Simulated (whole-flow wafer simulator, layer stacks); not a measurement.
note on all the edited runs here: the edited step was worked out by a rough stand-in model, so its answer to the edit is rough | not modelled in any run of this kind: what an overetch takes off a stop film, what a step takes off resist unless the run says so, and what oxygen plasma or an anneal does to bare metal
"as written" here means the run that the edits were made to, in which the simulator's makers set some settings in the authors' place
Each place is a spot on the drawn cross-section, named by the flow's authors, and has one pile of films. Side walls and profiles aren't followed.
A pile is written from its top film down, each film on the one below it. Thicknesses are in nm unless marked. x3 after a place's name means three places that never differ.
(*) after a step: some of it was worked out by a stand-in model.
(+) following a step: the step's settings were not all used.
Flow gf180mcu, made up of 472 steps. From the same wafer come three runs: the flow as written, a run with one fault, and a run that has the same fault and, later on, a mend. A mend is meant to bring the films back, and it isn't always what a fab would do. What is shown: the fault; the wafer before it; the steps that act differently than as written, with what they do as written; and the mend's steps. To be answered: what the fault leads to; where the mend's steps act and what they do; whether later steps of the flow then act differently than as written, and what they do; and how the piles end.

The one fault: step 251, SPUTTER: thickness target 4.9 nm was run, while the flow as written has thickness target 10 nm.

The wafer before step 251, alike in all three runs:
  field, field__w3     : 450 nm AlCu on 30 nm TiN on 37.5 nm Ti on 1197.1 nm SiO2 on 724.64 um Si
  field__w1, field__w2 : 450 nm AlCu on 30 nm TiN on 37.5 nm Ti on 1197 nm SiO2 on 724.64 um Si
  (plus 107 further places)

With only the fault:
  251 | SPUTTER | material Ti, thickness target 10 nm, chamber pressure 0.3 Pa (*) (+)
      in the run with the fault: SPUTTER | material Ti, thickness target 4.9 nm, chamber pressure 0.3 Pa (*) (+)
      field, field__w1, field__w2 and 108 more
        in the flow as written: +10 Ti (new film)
        in the run with the fault: +4.9 Ti (new film)
  Later steps of the flow acting differently than as written (5 more steps, not shown, differ only slightly: by at most 2% or 0.5 nm, whichever is larger):
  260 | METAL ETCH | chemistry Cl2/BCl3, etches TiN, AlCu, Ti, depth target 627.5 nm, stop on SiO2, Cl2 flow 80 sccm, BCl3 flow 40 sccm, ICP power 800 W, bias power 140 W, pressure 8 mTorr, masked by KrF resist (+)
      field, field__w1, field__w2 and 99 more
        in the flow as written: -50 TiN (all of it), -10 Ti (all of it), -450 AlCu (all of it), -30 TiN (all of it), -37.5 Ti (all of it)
        in the run with the fault: -50 TiN (all of it), -4.9 Ti (all of it), -450 AlCu (all of it), -30 TiN (all of it), -37.5 Ti (all of it)
  By the end, the piles at field__w8, contact, m1 and 6 more depart from the flow's by more than 2% or 0.5 nm, whichever is larger.
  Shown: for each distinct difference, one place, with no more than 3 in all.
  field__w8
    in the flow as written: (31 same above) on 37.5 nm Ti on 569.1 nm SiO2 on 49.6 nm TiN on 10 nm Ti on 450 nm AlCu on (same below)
    in the run with the fault: (31 same above) on 37.5 nm Ti on 574.2 nm SiO2 on 49.6 nm TiN on 4.9 nm Ti on 450 nm AlCu on (same below)
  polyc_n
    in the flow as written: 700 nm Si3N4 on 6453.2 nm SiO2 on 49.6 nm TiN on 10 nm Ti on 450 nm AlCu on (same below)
    in the run with the fault: 700 nm Si3N4 on 6458.3 nm SiO2 on 49.6 nm TiN on 4.9 nm Ti on 450 nm AlCu on (same below)
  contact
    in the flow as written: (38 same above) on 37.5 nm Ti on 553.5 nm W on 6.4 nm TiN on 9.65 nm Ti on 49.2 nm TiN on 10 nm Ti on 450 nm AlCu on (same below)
    in the run with the fault: (38 same above) on 37.5 nm Ti on 558.6 nm W on 6.38 nm TiN on 9.62 nm Ti on 49.2 nm TiN on 4.9 nm Ti on 450 nm AlCu on (same below)

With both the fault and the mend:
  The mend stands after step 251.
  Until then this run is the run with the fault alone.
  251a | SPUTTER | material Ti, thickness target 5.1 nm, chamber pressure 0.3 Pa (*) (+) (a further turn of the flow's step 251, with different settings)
      field, field__w1, field__w2 and 108 more
        +5.1 Ti
  Later steps of the flow that are run all act as written at every place that is followed.
  The piles end the same as the flow's at every place that both follow.
